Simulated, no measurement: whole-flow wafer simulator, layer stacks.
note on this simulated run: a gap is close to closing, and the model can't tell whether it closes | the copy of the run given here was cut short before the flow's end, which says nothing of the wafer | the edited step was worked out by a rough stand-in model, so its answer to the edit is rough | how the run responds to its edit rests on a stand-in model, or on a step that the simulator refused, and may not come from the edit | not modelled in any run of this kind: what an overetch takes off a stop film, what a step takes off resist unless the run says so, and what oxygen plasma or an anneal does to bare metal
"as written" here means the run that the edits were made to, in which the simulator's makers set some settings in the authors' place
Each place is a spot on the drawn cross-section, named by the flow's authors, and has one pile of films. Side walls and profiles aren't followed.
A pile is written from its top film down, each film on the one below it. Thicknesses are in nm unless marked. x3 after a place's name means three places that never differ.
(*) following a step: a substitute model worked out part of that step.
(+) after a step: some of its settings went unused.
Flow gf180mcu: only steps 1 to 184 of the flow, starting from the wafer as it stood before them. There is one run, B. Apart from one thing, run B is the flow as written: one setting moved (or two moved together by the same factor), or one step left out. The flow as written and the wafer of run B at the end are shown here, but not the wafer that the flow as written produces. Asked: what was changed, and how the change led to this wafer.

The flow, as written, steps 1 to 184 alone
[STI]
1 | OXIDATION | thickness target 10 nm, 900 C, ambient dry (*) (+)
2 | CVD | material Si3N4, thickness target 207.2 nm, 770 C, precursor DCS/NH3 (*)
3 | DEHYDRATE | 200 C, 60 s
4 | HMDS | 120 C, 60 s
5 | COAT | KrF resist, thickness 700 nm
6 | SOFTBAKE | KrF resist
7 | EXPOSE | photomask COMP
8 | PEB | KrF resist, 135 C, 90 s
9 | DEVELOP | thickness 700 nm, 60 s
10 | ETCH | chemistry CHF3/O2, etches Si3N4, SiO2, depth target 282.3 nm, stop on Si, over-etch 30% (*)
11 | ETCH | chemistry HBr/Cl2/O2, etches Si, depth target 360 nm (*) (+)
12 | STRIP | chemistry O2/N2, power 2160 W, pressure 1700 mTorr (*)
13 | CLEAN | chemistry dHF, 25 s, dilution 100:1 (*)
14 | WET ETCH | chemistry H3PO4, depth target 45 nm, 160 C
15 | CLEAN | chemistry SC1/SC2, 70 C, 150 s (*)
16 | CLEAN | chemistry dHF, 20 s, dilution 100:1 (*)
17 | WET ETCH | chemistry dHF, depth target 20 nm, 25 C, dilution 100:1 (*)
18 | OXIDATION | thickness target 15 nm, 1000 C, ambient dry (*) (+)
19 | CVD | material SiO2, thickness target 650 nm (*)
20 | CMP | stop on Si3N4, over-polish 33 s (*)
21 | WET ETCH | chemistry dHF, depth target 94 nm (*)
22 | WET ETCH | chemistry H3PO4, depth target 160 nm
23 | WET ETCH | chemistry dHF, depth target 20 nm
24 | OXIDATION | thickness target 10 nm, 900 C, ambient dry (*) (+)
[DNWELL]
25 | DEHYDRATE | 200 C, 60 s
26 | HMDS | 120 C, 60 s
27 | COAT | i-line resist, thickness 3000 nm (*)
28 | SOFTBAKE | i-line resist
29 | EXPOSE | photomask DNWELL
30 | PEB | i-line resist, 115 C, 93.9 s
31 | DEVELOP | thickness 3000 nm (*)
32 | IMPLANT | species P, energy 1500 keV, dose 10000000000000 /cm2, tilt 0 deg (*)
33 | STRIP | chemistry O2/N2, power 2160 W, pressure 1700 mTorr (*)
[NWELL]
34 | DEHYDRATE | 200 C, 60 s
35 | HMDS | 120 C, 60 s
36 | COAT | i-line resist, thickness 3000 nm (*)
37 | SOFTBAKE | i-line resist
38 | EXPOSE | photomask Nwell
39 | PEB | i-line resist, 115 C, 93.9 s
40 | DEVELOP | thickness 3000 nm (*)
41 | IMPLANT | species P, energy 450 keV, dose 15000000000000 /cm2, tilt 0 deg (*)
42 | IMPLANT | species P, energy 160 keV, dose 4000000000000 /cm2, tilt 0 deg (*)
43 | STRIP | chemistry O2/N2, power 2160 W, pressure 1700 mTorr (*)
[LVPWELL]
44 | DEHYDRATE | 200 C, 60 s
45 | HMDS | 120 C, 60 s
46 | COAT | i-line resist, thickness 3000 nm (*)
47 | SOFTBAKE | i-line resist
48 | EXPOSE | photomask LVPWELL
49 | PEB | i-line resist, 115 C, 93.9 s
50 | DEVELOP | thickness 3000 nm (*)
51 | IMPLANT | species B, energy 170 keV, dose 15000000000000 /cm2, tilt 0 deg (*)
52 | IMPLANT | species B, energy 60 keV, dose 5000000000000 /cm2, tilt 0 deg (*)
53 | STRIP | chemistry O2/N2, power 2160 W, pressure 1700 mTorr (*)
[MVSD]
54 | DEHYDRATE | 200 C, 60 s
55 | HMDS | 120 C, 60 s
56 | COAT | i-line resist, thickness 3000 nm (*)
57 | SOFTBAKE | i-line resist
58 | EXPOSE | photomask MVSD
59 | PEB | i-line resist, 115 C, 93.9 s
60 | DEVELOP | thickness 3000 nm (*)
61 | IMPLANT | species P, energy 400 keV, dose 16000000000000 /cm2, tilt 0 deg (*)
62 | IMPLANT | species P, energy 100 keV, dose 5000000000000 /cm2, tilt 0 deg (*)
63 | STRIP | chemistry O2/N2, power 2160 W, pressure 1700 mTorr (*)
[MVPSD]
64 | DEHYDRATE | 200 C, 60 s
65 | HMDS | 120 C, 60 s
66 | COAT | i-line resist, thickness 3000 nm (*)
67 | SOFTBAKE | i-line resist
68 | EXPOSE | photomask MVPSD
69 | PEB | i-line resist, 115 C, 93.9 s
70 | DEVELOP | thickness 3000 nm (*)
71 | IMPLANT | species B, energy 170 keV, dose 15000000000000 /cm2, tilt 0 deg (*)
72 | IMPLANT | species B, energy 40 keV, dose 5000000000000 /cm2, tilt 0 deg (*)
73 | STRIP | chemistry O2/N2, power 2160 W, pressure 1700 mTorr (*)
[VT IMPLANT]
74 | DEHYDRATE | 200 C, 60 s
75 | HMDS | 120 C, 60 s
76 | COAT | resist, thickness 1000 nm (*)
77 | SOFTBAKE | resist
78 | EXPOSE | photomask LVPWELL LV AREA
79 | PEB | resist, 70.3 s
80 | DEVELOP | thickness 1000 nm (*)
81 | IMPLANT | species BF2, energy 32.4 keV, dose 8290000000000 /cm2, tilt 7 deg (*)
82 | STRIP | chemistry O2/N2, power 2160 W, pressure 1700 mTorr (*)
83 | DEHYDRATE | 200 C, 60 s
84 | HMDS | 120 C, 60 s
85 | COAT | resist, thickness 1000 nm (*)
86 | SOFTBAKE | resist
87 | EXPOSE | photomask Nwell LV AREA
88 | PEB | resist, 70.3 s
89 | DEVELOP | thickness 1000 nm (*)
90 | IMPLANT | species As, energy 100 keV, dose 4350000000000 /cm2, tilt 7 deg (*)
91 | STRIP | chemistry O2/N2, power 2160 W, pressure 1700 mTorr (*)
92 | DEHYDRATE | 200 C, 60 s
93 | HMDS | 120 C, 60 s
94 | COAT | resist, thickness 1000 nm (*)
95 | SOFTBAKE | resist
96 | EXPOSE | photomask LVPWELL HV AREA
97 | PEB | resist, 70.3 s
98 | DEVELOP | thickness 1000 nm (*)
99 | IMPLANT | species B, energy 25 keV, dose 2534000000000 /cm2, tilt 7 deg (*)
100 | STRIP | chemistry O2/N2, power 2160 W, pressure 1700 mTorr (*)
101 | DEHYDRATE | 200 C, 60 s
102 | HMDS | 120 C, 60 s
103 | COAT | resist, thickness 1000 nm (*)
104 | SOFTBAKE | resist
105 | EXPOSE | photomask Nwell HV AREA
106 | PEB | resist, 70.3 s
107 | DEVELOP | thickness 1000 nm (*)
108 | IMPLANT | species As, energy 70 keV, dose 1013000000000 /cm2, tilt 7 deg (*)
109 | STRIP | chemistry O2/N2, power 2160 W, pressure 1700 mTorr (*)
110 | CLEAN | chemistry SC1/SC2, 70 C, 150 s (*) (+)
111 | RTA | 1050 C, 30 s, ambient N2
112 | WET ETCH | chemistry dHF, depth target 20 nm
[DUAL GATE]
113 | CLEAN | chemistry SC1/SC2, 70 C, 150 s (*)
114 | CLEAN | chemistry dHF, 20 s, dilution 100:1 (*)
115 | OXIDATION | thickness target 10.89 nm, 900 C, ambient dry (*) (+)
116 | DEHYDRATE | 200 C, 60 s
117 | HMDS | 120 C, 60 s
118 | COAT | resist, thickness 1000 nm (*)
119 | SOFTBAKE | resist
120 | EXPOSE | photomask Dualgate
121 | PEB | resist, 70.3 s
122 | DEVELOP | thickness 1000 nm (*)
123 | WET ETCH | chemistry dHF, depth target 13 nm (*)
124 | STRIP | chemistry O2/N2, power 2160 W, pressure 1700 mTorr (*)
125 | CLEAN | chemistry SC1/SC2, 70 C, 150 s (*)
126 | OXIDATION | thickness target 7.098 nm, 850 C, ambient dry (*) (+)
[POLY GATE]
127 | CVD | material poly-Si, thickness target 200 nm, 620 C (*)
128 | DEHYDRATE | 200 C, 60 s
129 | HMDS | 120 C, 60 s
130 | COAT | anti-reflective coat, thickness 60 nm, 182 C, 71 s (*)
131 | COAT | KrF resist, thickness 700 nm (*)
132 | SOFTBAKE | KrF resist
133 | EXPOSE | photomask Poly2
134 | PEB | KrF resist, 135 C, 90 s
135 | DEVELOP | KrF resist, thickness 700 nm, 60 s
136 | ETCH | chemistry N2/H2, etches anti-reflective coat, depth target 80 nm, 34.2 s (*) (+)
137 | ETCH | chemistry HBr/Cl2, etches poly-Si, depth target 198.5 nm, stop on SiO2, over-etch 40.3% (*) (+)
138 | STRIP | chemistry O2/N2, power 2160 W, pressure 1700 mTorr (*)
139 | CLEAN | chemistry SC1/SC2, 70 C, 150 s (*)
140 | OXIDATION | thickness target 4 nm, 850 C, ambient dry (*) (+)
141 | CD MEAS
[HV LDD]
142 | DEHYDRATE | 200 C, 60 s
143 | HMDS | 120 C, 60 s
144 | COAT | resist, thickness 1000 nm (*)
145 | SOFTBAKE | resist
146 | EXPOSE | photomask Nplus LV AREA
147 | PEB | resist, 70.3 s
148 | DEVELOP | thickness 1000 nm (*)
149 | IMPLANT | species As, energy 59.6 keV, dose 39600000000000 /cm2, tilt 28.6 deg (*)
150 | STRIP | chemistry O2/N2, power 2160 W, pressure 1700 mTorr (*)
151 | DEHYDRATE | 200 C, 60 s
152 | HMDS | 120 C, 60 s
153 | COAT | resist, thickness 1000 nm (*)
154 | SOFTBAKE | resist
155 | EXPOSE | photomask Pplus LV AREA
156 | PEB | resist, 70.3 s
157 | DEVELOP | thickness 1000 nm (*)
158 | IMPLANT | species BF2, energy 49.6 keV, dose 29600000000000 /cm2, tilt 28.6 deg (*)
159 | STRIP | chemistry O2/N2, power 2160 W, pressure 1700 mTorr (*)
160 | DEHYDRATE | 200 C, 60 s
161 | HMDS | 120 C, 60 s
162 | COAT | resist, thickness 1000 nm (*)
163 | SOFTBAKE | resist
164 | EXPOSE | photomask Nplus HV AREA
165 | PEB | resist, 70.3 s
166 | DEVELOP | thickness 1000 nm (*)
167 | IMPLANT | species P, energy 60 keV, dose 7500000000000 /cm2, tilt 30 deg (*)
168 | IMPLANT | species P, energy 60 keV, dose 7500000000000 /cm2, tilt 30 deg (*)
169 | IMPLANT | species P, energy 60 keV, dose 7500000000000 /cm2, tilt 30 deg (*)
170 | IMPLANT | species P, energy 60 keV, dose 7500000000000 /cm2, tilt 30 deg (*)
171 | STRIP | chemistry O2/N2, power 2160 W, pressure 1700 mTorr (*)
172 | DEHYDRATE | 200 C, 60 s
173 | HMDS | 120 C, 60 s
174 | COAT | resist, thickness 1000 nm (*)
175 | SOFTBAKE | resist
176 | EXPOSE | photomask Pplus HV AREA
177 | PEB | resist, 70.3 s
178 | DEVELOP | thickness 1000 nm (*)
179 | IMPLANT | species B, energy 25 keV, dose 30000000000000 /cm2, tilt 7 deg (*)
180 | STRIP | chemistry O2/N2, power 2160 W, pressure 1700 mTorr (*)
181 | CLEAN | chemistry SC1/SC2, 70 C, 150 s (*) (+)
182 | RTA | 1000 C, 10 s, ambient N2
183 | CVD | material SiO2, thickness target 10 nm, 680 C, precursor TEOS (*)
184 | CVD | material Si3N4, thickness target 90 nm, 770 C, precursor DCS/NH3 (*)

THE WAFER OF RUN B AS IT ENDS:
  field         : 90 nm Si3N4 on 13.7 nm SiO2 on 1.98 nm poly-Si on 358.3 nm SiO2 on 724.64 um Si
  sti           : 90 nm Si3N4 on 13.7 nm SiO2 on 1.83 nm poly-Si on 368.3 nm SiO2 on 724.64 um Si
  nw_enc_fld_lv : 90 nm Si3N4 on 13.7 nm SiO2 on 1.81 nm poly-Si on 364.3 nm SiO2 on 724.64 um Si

Cause: step 137, ETCH: depth target 138.9 nm was run, while the flow as written has depth target 198.5 nm.

Step by step, how the change led to this:
  137 | ETCH | chemistry HBr/Cl2, etches poly-Si, depth target 198.5 nm, stop on SiO2, over-etch 40.3% (*) (+)
      field__w3, field__w12, field_sub and 14 more: poly-Si loses 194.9 (in the flow as written it would be: poly-Si loses 199 (all of it), SiO2 loses 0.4)
      field__w6, sti, m1 and 11 more: poly-Si loses 194.9 (in the flow as written it would be: poly-Si loses 198.8 (all of it), SiO2 loses 0.4)
      (also at 61 further places)
  138 | STRIP | chemistry O2/N2, power 2160 W, pressure 1700 mTorr (*)
      field, field__w1, field__w2 and 61 more: chemical SiO2 gains 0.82 (new film), poly-Si loses 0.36 (in the flow as written it would be: nothing)
      gate: chemical SiO2 gains 0.68 (new film), KrF resist loses 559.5 (all of it), anti-reflective coat loses 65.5 (all of it), poly-Si loses 0.3 (in the flow as written it would be: chemical SiO2 gains 0.68 (new film), KrF resist loses 531.7 (all of it), anti-reflective coat loses 65.5 (all of it), poly-Si loses 0.3)
      (also at 27 further places)
  139 | CLEAN | chemistry SC1/SC2, 70 C, 150 s (*)
      field, field__w1, field__w2 and 34 more: chemical SiO2 loses 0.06, poly-Si loses 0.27 (in the flow as written it would be: SiO2 loses 0.68)
  140 | OXIDATION | thickness target 4 nm, 850 C, ambient dry (*) (+)
      field, field__w1, field__w2 and 21 more: SiO2 gains 4 (new film), chemical SiO2 loses 0.76 (all of it), poly-Si loses 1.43 (in the flow as written it would be: SiO2 gains 0.15, Si loses 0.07)
      active_hv, active_nat, ld_sd_n and 11 more: SiO2 gains 4 (new film), chemical SiO2 loses 0.76 (all of it), poly-Si loses 1.43 (in the flow as written it would be: SiO2 gains 0.96, Si loses 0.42)
      (also at 26 further places)
  184 | CVD | material Si3N4, thickness target 90 nm, 770 C, precursor DCS/NH3 (*)
      field__w3, field__w12: Si3N4 gains 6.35 (new film) (in the flow as written it would be: Si3N4 gains 90 (new film))
